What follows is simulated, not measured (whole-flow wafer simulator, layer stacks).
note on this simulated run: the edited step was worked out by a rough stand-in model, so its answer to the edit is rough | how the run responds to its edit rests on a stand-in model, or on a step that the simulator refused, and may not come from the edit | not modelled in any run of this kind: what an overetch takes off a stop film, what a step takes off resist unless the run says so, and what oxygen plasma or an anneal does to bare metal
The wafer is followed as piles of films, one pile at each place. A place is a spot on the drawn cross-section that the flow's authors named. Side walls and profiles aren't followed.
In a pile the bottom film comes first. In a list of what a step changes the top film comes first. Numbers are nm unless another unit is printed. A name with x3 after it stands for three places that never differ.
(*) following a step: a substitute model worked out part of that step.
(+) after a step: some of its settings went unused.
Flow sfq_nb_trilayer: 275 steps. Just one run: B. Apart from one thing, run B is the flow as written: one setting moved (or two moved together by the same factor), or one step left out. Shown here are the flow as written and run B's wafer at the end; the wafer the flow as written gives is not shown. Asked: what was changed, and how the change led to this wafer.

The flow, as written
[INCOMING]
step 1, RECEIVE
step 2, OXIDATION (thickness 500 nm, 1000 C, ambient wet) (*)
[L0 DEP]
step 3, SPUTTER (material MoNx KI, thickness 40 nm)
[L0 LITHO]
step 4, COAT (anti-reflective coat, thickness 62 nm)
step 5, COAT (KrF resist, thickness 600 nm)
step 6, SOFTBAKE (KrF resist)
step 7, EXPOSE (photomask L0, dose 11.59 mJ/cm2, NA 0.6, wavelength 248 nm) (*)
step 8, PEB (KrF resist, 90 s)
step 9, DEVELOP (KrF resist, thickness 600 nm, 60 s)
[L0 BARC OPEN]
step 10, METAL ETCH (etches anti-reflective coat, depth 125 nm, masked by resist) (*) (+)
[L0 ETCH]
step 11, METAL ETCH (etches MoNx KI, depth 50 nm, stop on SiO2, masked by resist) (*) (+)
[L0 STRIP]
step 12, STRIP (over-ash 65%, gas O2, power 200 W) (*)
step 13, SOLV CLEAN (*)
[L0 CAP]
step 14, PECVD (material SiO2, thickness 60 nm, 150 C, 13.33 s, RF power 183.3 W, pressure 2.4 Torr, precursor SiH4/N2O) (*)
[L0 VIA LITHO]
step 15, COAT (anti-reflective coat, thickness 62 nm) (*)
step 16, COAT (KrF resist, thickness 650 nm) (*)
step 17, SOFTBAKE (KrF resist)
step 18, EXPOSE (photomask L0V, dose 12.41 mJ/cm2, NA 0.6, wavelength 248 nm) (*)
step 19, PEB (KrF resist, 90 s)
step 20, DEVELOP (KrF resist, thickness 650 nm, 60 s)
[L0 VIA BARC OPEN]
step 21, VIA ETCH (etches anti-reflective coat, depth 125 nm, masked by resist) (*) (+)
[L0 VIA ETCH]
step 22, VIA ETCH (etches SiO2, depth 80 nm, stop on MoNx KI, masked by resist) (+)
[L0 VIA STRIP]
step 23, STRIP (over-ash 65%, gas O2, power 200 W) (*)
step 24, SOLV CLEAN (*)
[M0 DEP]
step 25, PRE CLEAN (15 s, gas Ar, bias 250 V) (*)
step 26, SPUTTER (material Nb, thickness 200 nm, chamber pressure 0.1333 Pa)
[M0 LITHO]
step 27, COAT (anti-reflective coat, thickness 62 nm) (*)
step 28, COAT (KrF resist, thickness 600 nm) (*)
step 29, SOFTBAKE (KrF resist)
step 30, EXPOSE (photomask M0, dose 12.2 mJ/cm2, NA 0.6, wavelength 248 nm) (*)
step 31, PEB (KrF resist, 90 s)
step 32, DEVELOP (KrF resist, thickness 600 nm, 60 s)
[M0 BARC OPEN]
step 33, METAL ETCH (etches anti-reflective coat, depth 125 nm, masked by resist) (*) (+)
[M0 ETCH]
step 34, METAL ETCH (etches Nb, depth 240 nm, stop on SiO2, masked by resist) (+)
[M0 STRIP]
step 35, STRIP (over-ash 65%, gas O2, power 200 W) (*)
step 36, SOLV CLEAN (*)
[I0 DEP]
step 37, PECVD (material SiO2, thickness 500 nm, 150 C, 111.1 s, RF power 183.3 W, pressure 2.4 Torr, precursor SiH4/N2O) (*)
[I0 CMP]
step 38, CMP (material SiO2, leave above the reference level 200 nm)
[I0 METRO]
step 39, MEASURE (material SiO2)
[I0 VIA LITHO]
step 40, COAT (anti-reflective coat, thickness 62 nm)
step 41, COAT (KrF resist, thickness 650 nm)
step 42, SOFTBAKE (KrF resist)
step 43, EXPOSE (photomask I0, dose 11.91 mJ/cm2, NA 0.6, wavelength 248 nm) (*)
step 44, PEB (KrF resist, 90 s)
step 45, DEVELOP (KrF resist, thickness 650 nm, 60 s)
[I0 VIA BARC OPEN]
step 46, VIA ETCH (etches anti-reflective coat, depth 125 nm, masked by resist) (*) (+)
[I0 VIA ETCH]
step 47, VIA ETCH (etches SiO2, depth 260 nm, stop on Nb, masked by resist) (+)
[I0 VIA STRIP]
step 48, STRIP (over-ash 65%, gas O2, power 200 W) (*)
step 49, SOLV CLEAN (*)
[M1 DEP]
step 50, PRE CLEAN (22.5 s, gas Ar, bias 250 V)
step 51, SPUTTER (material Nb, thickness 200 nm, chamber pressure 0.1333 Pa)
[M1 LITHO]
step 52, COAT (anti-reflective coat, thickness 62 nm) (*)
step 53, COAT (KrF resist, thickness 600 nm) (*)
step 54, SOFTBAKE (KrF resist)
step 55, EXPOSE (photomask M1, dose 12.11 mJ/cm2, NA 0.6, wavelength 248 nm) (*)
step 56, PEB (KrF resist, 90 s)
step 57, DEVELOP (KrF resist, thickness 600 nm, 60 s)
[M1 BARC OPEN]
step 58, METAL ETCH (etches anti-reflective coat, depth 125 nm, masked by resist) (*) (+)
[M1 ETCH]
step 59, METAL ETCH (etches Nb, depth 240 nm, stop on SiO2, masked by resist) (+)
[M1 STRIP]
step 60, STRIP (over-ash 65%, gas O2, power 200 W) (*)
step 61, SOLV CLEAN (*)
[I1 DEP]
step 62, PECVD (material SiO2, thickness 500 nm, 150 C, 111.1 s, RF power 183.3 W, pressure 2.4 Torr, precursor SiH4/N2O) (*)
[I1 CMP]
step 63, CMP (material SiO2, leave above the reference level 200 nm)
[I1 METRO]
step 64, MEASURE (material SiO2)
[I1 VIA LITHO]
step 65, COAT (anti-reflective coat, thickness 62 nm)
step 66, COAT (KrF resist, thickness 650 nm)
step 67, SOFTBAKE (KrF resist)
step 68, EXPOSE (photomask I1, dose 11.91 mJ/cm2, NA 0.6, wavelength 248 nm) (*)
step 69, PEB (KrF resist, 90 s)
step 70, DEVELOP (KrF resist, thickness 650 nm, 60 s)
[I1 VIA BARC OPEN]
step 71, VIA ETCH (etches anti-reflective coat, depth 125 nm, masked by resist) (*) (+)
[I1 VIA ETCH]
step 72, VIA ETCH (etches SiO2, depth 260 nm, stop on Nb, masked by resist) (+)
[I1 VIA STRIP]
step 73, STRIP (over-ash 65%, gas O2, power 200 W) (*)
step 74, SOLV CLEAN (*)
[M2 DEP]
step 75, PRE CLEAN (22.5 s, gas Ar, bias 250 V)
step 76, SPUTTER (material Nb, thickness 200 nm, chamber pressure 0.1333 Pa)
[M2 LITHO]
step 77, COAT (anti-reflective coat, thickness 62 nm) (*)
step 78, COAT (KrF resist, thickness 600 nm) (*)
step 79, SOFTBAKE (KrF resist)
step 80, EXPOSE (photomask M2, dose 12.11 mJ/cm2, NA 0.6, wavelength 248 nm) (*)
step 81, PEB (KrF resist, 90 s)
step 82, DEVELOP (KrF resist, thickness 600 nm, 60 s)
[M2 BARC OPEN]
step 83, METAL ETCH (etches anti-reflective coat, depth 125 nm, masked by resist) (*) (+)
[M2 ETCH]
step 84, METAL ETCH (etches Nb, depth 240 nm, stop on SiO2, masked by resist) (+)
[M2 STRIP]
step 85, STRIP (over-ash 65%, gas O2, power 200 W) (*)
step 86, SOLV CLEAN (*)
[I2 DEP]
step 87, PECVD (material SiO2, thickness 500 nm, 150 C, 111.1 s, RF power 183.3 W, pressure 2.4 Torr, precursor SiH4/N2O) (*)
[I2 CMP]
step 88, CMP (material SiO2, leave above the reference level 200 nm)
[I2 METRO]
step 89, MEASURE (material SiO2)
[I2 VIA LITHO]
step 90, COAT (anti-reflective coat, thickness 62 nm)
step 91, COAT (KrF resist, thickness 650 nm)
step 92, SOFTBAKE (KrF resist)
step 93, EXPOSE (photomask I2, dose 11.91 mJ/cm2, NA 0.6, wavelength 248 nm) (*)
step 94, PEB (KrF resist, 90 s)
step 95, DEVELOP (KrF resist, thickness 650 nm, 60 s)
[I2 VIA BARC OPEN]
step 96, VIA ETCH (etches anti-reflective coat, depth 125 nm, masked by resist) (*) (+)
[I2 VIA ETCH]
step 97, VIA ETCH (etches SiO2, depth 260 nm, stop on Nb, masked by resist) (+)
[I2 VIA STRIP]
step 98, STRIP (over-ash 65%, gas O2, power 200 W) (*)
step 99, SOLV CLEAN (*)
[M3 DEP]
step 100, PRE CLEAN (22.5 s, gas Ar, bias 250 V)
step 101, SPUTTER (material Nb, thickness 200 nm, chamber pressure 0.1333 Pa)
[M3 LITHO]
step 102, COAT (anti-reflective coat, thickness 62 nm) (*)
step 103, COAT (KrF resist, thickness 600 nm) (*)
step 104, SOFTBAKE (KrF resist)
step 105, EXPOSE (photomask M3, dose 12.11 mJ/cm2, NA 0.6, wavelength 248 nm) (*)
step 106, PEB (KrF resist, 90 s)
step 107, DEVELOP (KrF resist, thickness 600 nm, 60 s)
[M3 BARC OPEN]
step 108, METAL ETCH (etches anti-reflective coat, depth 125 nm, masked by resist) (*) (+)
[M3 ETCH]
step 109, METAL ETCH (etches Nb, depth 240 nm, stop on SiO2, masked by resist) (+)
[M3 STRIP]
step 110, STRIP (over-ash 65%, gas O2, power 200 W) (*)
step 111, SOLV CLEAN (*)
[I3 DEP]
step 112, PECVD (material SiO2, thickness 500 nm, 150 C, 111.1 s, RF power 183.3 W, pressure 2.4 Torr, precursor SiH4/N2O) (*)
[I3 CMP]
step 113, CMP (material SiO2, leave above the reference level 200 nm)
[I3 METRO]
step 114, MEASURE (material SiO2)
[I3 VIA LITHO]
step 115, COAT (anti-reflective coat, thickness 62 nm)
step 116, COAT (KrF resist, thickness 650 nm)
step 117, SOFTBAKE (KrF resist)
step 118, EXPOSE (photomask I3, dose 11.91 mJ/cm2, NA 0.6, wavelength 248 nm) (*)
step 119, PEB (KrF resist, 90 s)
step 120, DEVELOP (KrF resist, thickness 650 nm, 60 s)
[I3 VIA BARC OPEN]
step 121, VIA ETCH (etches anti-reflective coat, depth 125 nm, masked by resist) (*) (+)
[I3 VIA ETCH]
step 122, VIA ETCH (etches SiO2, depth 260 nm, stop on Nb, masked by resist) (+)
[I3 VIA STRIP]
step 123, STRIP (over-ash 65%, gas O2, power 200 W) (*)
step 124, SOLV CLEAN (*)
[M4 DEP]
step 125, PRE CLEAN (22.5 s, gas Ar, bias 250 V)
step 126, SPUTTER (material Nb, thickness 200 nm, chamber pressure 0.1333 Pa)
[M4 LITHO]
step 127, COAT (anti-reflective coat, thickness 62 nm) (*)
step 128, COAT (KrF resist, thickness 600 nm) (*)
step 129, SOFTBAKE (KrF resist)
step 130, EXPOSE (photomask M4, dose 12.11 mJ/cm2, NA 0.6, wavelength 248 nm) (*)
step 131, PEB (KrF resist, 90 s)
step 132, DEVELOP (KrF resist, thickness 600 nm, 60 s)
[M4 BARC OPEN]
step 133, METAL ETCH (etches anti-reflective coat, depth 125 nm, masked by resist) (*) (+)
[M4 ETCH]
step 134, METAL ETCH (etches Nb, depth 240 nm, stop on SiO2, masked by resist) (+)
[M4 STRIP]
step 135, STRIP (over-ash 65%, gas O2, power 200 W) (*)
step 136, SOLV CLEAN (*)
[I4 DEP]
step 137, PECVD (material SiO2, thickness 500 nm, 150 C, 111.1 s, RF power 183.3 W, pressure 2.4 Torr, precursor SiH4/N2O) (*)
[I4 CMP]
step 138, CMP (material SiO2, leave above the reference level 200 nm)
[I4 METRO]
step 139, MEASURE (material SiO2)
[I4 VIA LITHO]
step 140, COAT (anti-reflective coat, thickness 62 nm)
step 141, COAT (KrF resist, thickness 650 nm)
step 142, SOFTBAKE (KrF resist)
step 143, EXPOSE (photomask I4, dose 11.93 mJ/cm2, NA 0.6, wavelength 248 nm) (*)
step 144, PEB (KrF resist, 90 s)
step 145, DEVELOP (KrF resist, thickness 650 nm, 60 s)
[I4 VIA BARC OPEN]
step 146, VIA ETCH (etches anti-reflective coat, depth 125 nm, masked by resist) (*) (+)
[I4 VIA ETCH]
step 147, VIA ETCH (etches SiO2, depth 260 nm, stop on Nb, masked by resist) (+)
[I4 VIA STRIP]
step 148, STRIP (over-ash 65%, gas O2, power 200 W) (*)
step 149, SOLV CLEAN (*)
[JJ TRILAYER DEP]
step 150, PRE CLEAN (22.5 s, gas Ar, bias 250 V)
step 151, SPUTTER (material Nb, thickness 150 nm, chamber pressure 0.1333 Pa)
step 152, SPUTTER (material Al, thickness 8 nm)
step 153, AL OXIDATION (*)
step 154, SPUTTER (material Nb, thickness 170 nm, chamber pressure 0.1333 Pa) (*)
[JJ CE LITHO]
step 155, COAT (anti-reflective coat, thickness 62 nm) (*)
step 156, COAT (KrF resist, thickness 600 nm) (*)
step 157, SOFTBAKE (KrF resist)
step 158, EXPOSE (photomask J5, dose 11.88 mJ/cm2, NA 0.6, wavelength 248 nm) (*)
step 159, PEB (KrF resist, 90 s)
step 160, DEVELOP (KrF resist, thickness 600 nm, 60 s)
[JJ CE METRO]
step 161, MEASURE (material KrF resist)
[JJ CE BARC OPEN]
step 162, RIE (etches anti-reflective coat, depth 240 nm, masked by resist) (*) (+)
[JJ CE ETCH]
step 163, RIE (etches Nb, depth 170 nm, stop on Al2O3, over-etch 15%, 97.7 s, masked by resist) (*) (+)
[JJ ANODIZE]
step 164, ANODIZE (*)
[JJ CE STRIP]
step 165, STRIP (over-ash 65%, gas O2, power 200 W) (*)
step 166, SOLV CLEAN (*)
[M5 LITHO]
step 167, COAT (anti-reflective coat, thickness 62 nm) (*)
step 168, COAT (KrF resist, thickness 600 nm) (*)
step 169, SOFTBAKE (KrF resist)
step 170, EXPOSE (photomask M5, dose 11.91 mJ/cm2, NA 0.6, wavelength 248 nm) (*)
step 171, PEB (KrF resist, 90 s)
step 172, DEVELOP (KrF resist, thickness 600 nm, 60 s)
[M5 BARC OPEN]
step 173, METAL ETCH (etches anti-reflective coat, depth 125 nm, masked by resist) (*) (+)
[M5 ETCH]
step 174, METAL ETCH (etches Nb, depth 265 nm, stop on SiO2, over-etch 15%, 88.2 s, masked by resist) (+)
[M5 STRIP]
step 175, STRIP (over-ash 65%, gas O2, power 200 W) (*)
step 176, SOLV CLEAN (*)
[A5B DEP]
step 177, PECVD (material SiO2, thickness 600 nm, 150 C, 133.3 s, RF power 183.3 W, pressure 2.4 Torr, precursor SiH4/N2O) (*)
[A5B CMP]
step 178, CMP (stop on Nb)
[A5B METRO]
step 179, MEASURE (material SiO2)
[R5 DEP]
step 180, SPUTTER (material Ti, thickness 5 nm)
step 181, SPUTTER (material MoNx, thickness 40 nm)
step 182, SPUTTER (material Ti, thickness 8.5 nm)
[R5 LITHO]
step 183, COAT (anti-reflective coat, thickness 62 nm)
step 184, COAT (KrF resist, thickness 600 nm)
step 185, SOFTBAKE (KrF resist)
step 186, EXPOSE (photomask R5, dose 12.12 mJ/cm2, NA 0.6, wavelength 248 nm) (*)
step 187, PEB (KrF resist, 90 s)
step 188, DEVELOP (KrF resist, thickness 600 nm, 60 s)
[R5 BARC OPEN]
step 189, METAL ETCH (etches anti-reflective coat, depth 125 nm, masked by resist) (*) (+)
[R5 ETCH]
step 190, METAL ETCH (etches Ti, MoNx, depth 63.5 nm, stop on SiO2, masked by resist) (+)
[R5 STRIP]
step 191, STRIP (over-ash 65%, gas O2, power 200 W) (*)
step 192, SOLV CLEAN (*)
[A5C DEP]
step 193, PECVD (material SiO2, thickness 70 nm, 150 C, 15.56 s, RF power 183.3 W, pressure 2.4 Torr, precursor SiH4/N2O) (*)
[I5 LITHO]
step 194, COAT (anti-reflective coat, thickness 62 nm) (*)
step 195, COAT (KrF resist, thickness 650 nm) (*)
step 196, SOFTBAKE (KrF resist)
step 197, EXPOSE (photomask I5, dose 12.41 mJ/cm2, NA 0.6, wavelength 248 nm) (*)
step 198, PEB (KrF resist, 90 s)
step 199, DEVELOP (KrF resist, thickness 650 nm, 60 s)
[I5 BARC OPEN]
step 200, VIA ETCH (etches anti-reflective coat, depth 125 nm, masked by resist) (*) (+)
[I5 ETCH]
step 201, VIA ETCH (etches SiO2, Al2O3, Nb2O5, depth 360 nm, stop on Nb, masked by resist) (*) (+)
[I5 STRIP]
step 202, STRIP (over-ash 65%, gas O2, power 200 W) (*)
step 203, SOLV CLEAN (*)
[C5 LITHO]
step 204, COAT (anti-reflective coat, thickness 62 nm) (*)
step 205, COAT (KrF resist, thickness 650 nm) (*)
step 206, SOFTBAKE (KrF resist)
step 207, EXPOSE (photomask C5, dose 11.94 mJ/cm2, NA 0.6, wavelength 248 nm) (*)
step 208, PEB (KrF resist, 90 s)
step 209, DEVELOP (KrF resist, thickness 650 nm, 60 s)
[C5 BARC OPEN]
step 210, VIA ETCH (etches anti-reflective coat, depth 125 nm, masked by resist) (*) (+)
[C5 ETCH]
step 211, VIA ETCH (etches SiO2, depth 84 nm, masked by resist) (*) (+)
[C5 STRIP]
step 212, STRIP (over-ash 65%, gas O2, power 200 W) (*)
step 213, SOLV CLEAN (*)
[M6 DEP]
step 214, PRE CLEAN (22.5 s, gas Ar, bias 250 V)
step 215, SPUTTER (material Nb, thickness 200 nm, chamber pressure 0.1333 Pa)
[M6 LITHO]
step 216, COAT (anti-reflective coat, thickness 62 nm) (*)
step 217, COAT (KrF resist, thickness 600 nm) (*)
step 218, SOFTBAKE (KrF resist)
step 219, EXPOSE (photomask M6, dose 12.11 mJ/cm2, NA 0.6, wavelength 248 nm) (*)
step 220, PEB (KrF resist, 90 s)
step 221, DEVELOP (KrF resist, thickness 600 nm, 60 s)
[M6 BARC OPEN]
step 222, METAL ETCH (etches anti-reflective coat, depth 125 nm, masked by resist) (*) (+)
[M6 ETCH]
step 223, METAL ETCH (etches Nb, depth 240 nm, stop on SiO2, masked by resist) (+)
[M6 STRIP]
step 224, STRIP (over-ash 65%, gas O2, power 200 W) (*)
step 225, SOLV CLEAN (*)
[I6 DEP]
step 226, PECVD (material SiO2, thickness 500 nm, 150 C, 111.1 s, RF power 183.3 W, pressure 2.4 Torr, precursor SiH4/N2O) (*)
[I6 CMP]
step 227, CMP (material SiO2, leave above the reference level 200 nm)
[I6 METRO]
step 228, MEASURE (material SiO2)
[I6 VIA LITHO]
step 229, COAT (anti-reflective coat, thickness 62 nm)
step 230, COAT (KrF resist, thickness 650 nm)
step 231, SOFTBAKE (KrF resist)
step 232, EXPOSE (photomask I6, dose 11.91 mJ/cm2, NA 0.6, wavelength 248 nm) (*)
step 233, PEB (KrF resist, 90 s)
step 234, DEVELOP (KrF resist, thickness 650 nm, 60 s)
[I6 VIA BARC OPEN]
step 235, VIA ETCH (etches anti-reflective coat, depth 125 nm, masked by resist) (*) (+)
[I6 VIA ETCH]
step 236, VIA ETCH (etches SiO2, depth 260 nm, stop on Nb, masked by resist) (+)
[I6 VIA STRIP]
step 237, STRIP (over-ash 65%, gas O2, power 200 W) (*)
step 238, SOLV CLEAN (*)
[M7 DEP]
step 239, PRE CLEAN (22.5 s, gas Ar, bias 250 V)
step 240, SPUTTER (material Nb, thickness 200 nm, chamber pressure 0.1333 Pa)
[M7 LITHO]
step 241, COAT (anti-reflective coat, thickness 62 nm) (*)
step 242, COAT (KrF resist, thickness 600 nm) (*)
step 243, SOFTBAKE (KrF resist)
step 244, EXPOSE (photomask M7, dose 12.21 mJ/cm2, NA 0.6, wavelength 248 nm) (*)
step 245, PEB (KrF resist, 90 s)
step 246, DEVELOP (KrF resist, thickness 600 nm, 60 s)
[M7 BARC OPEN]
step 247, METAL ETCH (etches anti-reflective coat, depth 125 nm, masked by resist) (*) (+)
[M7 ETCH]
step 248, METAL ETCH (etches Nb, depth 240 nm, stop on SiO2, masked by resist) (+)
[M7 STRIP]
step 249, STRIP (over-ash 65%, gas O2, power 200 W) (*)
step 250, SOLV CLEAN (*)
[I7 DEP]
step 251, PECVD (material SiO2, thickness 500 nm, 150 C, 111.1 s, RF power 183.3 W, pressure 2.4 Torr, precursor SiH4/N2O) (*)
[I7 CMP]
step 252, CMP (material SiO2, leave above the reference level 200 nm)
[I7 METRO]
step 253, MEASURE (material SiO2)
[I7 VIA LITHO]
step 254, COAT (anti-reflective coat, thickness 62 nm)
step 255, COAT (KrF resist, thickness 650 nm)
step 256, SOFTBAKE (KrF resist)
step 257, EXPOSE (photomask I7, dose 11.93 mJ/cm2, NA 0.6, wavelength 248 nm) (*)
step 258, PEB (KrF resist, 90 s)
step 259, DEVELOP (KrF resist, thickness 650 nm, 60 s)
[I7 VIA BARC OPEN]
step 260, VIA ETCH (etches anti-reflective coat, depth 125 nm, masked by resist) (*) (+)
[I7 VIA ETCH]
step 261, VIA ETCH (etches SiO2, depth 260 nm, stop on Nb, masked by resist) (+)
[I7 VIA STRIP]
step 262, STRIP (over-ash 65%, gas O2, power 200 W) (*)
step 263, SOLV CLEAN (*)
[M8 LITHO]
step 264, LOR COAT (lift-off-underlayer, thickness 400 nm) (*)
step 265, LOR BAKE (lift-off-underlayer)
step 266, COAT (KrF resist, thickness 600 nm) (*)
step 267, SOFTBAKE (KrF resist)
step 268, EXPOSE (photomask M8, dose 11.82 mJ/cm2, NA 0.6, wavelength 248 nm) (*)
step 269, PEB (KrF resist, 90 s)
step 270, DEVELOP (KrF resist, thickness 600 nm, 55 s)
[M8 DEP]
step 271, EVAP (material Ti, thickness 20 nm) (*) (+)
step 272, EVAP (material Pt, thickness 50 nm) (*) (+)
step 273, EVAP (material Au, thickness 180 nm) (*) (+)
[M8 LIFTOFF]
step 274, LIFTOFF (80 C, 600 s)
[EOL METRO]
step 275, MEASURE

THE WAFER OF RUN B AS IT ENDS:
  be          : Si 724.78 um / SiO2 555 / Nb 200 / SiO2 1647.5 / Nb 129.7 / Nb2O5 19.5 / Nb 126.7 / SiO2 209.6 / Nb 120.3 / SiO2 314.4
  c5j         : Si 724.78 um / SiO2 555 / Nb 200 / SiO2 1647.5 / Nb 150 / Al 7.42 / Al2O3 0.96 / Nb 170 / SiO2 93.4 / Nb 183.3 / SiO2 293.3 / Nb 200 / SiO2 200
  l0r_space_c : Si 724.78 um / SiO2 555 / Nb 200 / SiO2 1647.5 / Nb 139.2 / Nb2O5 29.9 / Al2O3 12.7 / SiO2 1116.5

What caused this: step 137, PECVD: thickness 285 nm was run, though the flow has thickness 500 nm; step 137, PECVD: 63.33 s was run, where the flow has 111.1 s.

The path from the change to this, step by step:
  step 137, PECVD (material SiO2, thickness 500 nm, 150 C, 111.1 s, RF power 183.3 W, pressure 2.4 Torr, precursor SiH4/N2O) (*)
      field_l, be, be_sur and 55 more: +285 SiO2 (it would be, as written: +500 SiO2)
      v_sur, via_wl, via_w and 35 more: +285 SiO2 (new film) (it would be, as written: +500 SiO2 (new film))
      (as well as at 10 more places)
  step 138, CMP (material SiO2, leave above the reference level 200 nm)
      field_l, be, be_sur and 55 more: nothing (it would be, as written: -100 SiO2)
      p3_s0, p3_s1, p3_s2, p3_s3, p3_s4, p3_s5: nothing (it would be, as written: -157.1 SiO2)
      (as well as at 42 more places)
  step 140, COAT (anti-reflective coat, thickness 62 nm)
      jj_sur, ce_r, sp_r, be_r, r_sur: +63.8 anti-reflective coat (new film) (it would be, as written: +62 anti-reflective coat (new film))
      ce_l, c5j, res, r_end, moat: +63.9 anti-reflective coat (new film) (it would be, as written: +62 anti-reflective coat (new film))
      (as well as at 78 more places)
  step 141, COAT (KrF resist, thickness 650 nm)
      m0r_space_l, m5r_space_l, m5r_space_r, m6r_space_l, m7r_space_l: +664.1 KrF resist (new film) (it would be, as written: +650 KrF resist (new film))
      m0r_line_l, m6r_line_l, m7r_line_l: +672.8 KrF resist (new film) (it would be, as written: +650 KrF resist (new film))
      (as well as at 65 more places)
  step 145, DEVELOP (KrF resist, thickness 650 nm, 60 s)
      via_wl: -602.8 KrF resist (all of it) (it would be, as written: -648.6 KrF resist (all of it))
      via_w: -608.4 KrF resist (all of it) (it would be, as written: -648.6 KrF resist (all of it))
      (as well as at 1 more place)
  step 146, VIA ETCH (etches anti-reflective coat, depth 125 nm, masked by resist) (*) (+)
      field_l, v_sur, via_sp and 100 more: -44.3 KrF resist (it would be, as written: -51.7 KrF resist)
      via_wl: -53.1 anti-reflective coat (all of it), -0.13 SiO2 (it would be, as written: -62 anti-reflective coat (all of it), -0.16 SiO2)
      (as well as at 2 more places)
  step 148, STRIP (over-ash 65%, gas O2, power 200 W) (*)
      m0r_line_l, m6r_line_l, m7r_line_l: -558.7 KrF resist (all of it), -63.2 anti-reflective coat (all of it) (it would be, as written: -528.6 KrF resist (all of it), -62 anti-reflective coat (all of it))
      m0r_space_l, m6r_space_l, m7r_space_l: -550 KrF resist (all of it), -77 anti-reflective coat (all of it) (it would be, as written: -528.6 KrF resist (all of it), -62 anti-reflective coat (all of it))
      (as well as at 89 more places)
  step 151, SPUTTER (material Nb, thickness 150 nm, chamber pressure 0.1333 Pa)
      lsp_r, l0_sur, l0v: +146 Nb (new film) (it would be, as written: +150 Nb (new film))
      be, lsp_l: +141.3 Nb (new film) (it would be, as written: +150 Nb (new film))
      (as well as at 1 more place)
  step 152, SPUTTER (material Al, thickness 8 nm)
      via_v: +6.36 Al (new film) (it would be, as written: +8 Al (new film))
  step 154, SPUTTER (material Nb, thickness 170 nm, chamber pressure 0.1333 Pa) (*)
      lsp_r, l0_sur, l0v: +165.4 Nb (new film) (it would be, as written: +170 Nb (new film))
      be, lsp_l: +159.3 Nb (new film) (it would be, as written: +170 Nb (new film))
      (as well as at 1 more place)
  step 155, COAT (anti-reflective coat, thickness 62 nm) (*)
      m0r_line_l, m0r_line_r, m6r_line_l, m6r_line_r, m7r_line_l, m7r_line_r: +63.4 anti-reflective coat (new film) (it would be, as written: +62 anti-reflective coat (new film))
      m0r_space_l, m0r_space_r, m6r_space_l, m6r_space_r, m7r_space_l, m7r_space_r: +75.1 anti-reflective coat (new film) (it would be, as written: +62 anti-reflective coat (new film))
      (as well as at 84 more places)
  step 156, COAT (KrF resist, thickness 600 nm) (*)
      m0r_line_l, m0r_line_r, m6r_line_l, m6r_line_r, m7r_line_l, m7r_line_r: +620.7 KrF resist (new film) (it would be, as written: +600 KrF resist (new film))
      m0r_space_l, m0r_space_r, m6r_space_l, m6r_space_r, m7r_space_l, m7r_space_r: +614.4 KrF resist (new film) (it would be, as written: +600 KrF resist (new film))
      (as well as at 63 more places)
  step 160, DEVELOP (KrF resist, thickness 600 nm, 60 s)
      m0r_line_l, m0r_line_r, m6r_line_l, m6r_line_r, m7r_line_l, m7r_line_r: -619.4 KrF resist (all of it) (it would be, as written: -598.7 KrF resist (all of it))
      m0r_space_l, m0r_space_r, m6r_space_l, m6r_space_r, m7r_space_l, m7r_space_r: -613.1 KrF resist (all of it) (it would be, as written: -598.7 KrF resist (all of it))
      (as well as at 62 more places)
  step 162, RIE (etches anti-reflective coat, depth 240 nm, masked by resist) (*) (+)
      m0r_line_l, m0r_line_r, m6r_line_l, m6r_line_r, m7r_line_l, m7r_line_r: -63.4 anti-reflective coat (all of it) (it would be, as written: -62 anti-reflective coat (all of it))
      m0r_space_l, m0r_space_r, m6r_space_l, m6r_space_r, m7r_space_l, m7r_space_r: -75.1 anti-reflective coat (all of it) (it would be, as written: -62 anti-reflective coat (all of it))
      (as well as at 84 more places)
  step 163, RIE (etches Nb, depth 170 nm, stop on Al2O3, over-etch 15%, 97.7 s, masked by resist) (*) (+)
      be, lsp_l: -159.3 Nb (all of it), -0.96 Al2O3 (all of it) (it would be, as written: -170 Nb (all of it), -0.51 Al2O3)
      via_v: -132.7 Nb (all of it), -0.96 Al2O3 (all of it) (it would be, as written: -170 Nb (all of it), -0.51 Al2O3)
      (as well as at 3 more places)
  step 164, ANODIZE (*)
      be, lsp_l: +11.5 Al2O3 (new film), +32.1 Nb2O5 (new film), -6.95 Al (all of it), -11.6 Nb (it would be, as written: +12.2 Al2O3, +29.9 Nb2O5 (new film), -7.42 Al (all of it), -10.8 Nb)
      via_v: +9.54 Al2O3 (new film), +35.6 Nb2O5 (new film), -5.78 Al (all of it), -12.8 Nb (it would be, as written: +12.2 Al2O3, +29.9 Nb2O5 (new film), -7.42 Al (all of it), -10.8 Nb)
      (as well as at 3 more places)
  ... 46 further steps ...
  step 274, LIFTOFF (80 C, 600 s)
      be: -180 Au (all of it), -50 Pt (all of it), -20 Ti (all of it), -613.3 KrF resist (all of it), -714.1 lift-off-underlayer (all of it) (it would be, as written: -180 Au (all of it), -50 Pt (all of it), -20 Ti (all of it), -572.1 KrF resist (all of it), -398.5 lift-off-underlayer (all of it))
      be_sur: -180 Au (all of it), -50 Pt (all of it), -20 Ti (all of it), -587.1 KrF resist (all of it), -366.6 lift-off-underlayer (all of it) (it would be, as written: -180 Au (all of it), -50 Pt (all of it), -20 Ti (all of it), -572.6 KrF resist (all of it), -398.9 lift-off-underlayer (all of it))
      (as well as at 1 more place)
With metal films that touch counted as one body, be has 4 bodies (between them, from the top down: SiO2 209.6; Nb2O5 19.5; SiO2 1647.5); the flow as written gives 3 bodies (between them, from the top down: SiO2 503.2; SiO2 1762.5).
With metal films that touch counted as one body, c5j has 5 bodies (between them, from the top down: SiO2 293.3; SiO2 93.4; Al2O3 0.96; SiO2 1647.5); the flow as written gives 4 bodies (between them, from the top down: SiO2 284.2; Al2O3 0.96; SiO2 1762.5).
